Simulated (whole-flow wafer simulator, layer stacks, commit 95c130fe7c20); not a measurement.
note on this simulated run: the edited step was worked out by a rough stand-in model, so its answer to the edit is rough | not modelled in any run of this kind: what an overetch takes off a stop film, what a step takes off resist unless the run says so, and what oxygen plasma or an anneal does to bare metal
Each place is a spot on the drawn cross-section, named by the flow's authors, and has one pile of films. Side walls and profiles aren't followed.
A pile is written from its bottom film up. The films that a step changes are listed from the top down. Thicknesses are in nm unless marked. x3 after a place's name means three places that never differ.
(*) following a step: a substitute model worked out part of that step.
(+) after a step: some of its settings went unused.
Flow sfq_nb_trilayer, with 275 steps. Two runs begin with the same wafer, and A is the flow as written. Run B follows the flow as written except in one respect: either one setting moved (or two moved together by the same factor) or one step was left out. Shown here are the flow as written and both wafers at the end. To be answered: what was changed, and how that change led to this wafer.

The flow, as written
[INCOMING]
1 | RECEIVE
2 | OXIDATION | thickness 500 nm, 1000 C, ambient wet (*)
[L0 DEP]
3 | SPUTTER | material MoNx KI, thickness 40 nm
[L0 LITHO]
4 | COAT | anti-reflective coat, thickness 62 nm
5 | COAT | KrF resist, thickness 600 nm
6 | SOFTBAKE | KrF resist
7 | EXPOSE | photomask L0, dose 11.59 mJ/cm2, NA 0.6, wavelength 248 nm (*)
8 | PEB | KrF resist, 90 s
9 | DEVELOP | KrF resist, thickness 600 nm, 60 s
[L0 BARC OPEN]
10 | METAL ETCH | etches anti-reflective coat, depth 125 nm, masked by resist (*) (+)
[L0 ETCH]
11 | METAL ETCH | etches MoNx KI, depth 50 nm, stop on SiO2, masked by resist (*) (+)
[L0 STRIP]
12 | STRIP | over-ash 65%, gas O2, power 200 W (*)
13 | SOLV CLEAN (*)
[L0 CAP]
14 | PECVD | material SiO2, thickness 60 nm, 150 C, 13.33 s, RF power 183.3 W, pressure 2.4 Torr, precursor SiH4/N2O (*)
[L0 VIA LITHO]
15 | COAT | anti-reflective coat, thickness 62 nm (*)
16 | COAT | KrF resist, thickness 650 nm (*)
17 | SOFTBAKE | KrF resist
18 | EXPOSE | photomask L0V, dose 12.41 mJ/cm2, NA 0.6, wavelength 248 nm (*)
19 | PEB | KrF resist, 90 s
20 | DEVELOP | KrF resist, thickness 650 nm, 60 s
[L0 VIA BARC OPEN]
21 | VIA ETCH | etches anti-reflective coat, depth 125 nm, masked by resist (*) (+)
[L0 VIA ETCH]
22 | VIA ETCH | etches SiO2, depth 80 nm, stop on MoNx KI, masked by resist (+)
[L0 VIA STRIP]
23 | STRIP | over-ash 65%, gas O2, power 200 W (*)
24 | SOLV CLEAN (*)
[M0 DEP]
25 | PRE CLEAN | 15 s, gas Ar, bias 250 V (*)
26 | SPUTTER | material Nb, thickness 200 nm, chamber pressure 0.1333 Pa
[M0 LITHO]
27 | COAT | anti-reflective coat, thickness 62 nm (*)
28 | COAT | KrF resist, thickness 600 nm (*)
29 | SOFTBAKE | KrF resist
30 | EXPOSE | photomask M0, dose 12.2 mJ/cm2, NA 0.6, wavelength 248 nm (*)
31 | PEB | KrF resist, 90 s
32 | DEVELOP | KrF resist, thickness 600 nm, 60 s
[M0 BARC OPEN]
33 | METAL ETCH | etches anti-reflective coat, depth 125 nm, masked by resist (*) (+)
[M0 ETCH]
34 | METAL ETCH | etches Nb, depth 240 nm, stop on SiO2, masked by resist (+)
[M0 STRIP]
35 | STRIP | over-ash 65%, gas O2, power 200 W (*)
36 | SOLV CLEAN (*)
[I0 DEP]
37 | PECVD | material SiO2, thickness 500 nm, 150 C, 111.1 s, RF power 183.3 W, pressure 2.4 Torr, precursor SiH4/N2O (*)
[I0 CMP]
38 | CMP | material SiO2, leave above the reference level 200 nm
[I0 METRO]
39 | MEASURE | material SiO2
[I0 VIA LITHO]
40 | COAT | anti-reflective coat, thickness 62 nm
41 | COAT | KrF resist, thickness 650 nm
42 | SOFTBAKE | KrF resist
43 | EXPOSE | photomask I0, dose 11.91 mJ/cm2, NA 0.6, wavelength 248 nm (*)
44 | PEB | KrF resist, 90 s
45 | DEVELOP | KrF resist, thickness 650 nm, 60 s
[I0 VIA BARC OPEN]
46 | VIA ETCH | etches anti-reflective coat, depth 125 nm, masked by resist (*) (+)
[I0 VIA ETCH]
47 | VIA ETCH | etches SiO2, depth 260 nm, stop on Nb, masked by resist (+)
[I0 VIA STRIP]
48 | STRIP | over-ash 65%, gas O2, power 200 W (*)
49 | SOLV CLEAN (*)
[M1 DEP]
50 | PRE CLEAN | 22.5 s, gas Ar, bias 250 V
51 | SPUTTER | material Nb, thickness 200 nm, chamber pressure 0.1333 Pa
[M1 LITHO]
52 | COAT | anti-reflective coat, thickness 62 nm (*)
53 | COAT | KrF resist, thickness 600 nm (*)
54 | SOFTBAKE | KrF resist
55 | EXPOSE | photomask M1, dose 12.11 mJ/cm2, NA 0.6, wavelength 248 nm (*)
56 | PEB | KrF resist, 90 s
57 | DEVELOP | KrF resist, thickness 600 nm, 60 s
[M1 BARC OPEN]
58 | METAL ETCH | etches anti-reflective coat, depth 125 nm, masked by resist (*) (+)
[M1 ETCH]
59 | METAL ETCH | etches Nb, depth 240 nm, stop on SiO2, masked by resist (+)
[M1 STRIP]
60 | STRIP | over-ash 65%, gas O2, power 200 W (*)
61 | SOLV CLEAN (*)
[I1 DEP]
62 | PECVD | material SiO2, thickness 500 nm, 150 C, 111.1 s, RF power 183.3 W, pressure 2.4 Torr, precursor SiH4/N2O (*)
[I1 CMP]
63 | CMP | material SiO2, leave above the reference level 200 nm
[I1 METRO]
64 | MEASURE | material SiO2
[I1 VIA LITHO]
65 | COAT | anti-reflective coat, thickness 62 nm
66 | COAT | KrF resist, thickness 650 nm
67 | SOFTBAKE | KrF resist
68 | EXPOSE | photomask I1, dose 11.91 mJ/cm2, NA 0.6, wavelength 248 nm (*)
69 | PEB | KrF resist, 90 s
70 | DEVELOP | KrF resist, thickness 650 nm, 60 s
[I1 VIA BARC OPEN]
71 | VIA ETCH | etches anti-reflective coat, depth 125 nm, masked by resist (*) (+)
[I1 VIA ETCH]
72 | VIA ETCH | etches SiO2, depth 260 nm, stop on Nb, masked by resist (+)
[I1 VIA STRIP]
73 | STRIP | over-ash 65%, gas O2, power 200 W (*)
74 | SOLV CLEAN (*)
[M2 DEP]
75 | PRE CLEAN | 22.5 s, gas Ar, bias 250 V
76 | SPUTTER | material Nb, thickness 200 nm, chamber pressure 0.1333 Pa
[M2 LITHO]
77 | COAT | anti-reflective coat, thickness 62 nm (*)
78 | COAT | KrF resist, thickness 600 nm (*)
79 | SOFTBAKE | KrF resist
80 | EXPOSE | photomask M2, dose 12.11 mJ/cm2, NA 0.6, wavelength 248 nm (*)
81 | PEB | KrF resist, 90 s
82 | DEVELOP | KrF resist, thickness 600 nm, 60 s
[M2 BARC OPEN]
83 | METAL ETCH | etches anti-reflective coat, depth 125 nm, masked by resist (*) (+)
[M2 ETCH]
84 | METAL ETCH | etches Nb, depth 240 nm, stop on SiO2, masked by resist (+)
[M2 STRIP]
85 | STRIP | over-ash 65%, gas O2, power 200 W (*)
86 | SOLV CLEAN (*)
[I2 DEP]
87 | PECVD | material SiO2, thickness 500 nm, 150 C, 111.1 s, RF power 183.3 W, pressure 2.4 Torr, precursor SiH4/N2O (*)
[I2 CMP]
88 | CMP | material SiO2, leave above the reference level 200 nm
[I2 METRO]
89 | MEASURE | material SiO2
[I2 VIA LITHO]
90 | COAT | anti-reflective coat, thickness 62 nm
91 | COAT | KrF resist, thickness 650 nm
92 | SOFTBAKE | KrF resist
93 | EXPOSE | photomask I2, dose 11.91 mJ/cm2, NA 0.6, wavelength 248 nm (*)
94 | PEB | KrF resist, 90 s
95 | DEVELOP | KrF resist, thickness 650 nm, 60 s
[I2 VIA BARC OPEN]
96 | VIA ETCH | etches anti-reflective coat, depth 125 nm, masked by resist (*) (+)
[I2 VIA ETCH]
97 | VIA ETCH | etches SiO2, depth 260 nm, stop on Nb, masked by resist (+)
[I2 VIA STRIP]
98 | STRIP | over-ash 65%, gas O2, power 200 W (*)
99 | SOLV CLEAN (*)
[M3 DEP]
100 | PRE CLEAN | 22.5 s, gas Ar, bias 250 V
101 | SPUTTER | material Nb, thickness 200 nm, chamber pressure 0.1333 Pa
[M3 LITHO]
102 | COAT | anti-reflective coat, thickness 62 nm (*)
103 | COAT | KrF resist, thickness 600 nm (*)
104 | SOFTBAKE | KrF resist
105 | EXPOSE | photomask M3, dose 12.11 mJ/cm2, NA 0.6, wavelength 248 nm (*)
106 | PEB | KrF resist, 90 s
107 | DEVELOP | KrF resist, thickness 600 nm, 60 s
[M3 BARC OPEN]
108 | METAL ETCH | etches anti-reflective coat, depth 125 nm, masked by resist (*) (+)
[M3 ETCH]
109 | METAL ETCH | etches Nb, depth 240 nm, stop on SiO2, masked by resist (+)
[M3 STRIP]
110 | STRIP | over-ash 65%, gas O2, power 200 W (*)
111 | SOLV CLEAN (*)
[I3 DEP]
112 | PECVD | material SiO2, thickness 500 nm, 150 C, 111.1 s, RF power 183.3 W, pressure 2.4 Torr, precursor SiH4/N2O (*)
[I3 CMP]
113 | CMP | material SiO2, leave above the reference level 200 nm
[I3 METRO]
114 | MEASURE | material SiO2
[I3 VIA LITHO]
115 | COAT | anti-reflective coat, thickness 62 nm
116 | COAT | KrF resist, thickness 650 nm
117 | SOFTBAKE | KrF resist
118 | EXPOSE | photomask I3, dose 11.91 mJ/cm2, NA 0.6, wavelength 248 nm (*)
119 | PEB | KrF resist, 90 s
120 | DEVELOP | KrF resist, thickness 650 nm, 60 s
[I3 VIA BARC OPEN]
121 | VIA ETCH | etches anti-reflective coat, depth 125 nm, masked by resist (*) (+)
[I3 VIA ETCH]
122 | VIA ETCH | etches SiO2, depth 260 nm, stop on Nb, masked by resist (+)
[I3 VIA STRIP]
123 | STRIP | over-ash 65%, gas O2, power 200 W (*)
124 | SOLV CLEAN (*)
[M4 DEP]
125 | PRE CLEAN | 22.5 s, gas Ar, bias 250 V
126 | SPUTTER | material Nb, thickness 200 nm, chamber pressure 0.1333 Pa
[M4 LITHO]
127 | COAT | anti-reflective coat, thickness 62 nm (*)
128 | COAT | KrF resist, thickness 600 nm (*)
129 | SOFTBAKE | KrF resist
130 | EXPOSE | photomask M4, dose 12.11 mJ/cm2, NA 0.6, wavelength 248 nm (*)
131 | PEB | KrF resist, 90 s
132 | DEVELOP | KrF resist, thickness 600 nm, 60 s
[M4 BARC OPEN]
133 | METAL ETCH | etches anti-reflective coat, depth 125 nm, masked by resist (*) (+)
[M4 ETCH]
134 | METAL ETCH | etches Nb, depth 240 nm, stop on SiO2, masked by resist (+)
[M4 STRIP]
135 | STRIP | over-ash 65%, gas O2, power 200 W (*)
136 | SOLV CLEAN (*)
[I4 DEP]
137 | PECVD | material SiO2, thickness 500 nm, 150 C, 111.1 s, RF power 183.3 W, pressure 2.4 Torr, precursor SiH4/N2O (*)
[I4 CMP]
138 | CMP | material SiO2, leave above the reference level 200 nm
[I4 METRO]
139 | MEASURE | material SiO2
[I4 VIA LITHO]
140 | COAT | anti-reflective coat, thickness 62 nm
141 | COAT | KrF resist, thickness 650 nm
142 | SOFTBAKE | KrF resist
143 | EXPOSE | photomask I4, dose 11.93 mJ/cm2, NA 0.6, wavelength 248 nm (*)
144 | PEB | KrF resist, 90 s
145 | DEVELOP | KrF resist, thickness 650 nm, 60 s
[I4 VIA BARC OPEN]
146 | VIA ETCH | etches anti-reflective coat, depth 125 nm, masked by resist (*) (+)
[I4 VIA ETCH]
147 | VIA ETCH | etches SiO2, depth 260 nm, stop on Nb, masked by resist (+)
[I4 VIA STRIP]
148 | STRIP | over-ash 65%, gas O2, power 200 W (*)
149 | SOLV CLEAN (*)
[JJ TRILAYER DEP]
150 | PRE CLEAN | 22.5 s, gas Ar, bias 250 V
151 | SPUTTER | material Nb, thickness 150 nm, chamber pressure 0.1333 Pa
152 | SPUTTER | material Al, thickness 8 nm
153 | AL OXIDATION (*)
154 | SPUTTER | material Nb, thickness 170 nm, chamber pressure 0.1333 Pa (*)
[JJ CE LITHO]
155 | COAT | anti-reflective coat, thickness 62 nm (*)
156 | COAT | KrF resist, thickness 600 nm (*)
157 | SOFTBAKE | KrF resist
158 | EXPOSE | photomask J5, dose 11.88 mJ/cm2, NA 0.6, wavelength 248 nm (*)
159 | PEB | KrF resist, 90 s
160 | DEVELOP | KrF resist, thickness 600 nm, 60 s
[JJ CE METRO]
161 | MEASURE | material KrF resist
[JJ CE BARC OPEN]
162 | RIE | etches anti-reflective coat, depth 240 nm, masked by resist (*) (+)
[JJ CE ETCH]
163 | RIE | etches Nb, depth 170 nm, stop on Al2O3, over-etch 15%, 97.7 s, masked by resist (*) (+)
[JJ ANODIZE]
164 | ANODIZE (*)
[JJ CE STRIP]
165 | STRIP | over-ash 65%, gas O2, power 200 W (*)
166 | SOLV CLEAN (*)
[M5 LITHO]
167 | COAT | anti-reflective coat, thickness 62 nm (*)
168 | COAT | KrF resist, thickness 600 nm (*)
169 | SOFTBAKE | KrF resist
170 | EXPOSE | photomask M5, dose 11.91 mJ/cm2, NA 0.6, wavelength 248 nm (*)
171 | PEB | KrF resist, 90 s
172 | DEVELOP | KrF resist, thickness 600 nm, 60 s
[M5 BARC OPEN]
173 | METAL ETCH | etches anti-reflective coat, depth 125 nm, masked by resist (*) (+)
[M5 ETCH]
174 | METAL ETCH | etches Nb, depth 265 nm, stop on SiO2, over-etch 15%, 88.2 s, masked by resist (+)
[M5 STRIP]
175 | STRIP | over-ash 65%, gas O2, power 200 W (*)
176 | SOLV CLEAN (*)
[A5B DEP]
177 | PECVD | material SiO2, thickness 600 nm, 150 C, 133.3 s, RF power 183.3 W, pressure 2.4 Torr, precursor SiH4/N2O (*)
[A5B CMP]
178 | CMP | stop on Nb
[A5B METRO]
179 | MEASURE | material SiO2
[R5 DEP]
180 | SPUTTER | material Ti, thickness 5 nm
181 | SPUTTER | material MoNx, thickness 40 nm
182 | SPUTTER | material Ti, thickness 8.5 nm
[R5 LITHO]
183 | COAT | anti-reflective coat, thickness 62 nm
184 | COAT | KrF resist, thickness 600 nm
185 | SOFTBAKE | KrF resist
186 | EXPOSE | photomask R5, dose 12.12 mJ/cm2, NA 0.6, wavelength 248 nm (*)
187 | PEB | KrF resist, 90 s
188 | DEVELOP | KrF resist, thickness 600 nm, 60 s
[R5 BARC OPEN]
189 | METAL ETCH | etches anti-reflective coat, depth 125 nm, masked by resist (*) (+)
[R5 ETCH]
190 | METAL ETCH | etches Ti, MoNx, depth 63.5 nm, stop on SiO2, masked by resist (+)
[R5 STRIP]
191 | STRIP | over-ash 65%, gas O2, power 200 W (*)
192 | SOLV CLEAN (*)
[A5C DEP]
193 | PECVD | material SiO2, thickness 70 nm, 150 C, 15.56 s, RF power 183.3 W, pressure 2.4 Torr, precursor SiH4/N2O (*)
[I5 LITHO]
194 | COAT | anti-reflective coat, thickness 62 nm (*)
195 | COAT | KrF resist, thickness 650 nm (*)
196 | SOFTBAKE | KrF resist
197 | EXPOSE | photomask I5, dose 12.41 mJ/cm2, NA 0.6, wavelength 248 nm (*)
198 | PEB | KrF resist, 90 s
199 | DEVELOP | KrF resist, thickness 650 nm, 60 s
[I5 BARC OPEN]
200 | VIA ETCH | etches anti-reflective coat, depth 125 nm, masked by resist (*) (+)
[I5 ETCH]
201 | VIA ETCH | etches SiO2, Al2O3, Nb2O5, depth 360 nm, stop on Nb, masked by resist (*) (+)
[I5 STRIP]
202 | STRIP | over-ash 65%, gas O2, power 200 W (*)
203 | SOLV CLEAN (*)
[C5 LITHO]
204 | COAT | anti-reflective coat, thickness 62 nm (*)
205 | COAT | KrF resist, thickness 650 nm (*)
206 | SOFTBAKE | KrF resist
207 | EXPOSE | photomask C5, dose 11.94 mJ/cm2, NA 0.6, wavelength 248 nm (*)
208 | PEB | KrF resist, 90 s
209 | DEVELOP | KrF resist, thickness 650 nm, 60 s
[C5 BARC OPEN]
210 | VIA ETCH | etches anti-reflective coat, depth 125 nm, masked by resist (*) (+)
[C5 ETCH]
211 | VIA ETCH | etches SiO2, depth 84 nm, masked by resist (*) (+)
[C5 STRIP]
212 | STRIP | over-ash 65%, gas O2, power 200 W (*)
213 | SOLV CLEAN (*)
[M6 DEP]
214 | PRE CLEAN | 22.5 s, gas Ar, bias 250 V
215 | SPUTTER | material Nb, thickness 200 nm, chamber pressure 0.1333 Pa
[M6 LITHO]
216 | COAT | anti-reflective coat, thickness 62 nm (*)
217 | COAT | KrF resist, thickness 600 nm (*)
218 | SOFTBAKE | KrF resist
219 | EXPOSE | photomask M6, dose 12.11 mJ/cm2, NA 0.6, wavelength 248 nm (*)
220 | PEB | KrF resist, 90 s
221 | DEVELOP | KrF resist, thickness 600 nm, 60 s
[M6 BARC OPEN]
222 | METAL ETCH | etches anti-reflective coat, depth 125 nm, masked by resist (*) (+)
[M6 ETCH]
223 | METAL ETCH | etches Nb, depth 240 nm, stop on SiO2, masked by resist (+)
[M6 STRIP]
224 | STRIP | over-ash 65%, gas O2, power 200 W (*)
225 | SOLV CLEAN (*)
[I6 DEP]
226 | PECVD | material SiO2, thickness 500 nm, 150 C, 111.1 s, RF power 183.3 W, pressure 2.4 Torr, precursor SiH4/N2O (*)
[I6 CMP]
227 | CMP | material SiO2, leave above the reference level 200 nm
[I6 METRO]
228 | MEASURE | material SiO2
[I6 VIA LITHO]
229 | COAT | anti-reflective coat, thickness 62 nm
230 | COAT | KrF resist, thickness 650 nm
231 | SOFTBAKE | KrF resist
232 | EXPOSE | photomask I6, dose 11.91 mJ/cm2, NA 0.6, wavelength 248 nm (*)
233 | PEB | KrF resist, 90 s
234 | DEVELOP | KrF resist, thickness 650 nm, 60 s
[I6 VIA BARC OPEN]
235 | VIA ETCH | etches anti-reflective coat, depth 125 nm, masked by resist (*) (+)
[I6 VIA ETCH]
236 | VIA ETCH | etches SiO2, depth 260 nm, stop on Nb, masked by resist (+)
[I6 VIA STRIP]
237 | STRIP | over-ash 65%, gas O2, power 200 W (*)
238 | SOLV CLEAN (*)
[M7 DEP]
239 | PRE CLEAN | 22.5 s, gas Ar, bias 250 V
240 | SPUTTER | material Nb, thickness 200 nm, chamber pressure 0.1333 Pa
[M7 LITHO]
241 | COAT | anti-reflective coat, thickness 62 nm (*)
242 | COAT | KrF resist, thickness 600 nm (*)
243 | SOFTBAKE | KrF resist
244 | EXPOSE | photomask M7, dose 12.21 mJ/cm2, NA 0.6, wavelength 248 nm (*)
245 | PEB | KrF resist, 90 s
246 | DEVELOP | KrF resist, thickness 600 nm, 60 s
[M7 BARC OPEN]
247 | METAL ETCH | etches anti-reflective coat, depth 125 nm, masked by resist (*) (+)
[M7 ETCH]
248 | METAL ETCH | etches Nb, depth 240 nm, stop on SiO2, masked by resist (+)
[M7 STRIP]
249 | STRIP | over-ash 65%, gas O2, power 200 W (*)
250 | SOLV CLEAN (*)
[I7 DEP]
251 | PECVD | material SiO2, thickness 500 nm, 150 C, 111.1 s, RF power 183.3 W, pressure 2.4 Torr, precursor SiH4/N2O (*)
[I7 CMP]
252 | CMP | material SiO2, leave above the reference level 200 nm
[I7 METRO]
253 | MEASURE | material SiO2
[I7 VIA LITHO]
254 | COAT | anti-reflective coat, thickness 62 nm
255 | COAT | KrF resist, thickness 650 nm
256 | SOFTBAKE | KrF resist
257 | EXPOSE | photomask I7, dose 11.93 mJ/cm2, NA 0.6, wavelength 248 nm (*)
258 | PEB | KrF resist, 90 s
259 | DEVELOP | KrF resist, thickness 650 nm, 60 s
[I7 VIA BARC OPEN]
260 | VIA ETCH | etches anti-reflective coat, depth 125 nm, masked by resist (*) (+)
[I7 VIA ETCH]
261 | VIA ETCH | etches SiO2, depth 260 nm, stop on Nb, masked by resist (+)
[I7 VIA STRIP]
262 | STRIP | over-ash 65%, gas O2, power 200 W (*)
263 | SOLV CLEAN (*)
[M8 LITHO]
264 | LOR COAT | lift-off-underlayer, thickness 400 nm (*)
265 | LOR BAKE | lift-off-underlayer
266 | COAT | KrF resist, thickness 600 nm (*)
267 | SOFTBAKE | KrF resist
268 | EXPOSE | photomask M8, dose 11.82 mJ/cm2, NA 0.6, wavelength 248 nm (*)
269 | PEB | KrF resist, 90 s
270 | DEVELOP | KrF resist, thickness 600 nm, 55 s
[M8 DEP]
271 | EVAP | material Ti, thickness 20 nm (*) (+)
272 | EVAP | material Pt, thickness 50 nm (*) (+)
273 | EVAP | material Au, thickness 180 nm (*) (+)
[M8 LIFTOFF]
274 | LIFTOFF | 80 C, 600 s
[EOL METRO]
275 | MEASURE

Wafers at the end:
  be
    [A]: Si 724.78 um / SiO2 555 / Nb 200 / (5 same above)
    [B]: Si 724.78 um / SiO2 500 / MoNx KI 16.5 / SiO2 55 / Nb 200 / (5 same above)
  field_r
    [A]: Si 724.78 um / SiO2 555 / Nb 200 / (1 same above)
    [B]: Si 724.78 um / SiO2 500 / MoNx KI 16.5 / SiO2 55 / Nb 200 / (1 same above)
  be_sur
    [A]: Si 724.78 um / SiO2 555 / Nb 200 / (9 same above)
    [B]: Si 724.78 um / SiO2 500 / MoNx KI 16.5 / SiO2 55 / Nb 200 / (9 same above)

Cause: step 11, METAL ETCH: depth 23.5 nm was run, whereas the flow has depth 50 nm.

The path from the change to this, step by step:
  11 | METAL ETCH | etches MoNx KI, depth 50 nm, stop on SiO2, masked by resist (*) (+)
      v_sur, via_wl, via_w and 97 more: A MoNx KI loses 40 (all of it) | B MoNx KI loses 23.5
      field_l, l0_sur, l0v, l0r_line_l, l0r_line_c, l0r_line_r: A KrF resist loses 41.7 | B KrF resist loses 19.6
  12 | STRIP | over-ash 65%, gas O2, power 200 W (*)
      field_l, l0_sur, l0v, l0r_line_l, l0r_line_c, l0r_line_r: A KrF resist loses 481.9 (all of it), anti-reflective coat loses 62 (all of it) | B KrF resist loses 504 (all of it), anti-reflective coat loses 62 (all of it)
  14 | PECVD | material SiO2, thickness 60 nm, 150 C, 13.33 s, RF power 183.3 W, pressure 2.4 Torr, precursor SiH4/N2O (*)
      v_sur, via_wl, via_w and 97 more: A SiO2 gains 60 | B SiO2 gains 60 (new film)
  15 | COAT | anti-reflective coat, thickness 62 nm (*)
      field_l: A anti-reflective coat gains 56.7 (new film) | B anti-reflective coat gains 58.7 (new film)
      v_sur: A anti-reflective coat gains 72.2 (new film) | B anti-reflective coat gains 68.1 (new film)
      (and at 3 other places as well)
  23 | STRIP | over-ash 65%, gas O2, power 200 W (*)
      field_l: A KrF resist loses 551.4 (all of it), anti-reflective coat loses 56.7 (all of it) | B KrF resist loses 554.9 (all of it), anti-reflective coat loses 58.7 (all of it)
      v_sur: A KrF resist loses 570.5 (all of it), anti-reflective coat loses 72.2 (all of it) | B KrF resist loses 565.8 (all of it), anti-reflective coat loses 68.1 (all of it)
      (and at 3 other places as well)
  27 | COAT | anti-reflective coat, thickness 62 nm (*)
      field_l: A anti-reflective coat gains 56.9 (new film) | B anti-reflective coat gains 58.8 (new film)
      v_sur: A anti-reflective coat gains 72.3 (new film) | B anti-reflective coat gains 68 (new film)
      (and at 3 other places as well)
  35 | STRIP | over-ash 65%, gas O2, power 200 W (*)
      field_l: A KrF resist loses 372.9 (all of it), anti-reflective coat loses 56.9 (all of it) | B KrF resist loses 376.8 (all of it), anti-reflective coat loses 58.8 (all of it)
      v_sur: A KrF resist loses 391.6 (all of it), anti-reflective coat loses 72.3 (all of it) | B KrF resist loses 387.7 (all of it), anti-reflective coat loses 68 (all of it)
      (and at 3 other places as well)
  38 | CMP | material SiO2, leave above the reference level 200 nm
      field_l, l0_sur, l0r_line_l, l0r_line_c, l0r_line_r: A SiO2 loses 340 | B SiO2 loses 323.5
      l0v: A SiO2 loses 277.8 | B SiO2 loses 261.3
If metal films that touch count as one body, be has 4 bodies (between them, from the top down: SiO2 503.2; SiO2 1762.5; SiO2 55); the flow as written gives 3 bodies (between them, from the top down: SiO2 503.2; SiO2 1762.5).
If metal films that touch count as one body, field_r has 2 bodies (between them, from the top down: SiO2 55); the flow as written gives 1 body.
If metal films that touch count as one body, be_sur has 5 bodies (between them, from the top down: SiO2 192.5; SiO2 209 / Al2O3 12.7 / Nb2O5 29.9; SiO2 1762.5; SiO2 55); the flow as written gives 4 bodies (between them, from the top down: SiO2 192.5; SiO2 209 / Al2O3 12.7 / Nb2O5 29.9; SiO2 1762.5).
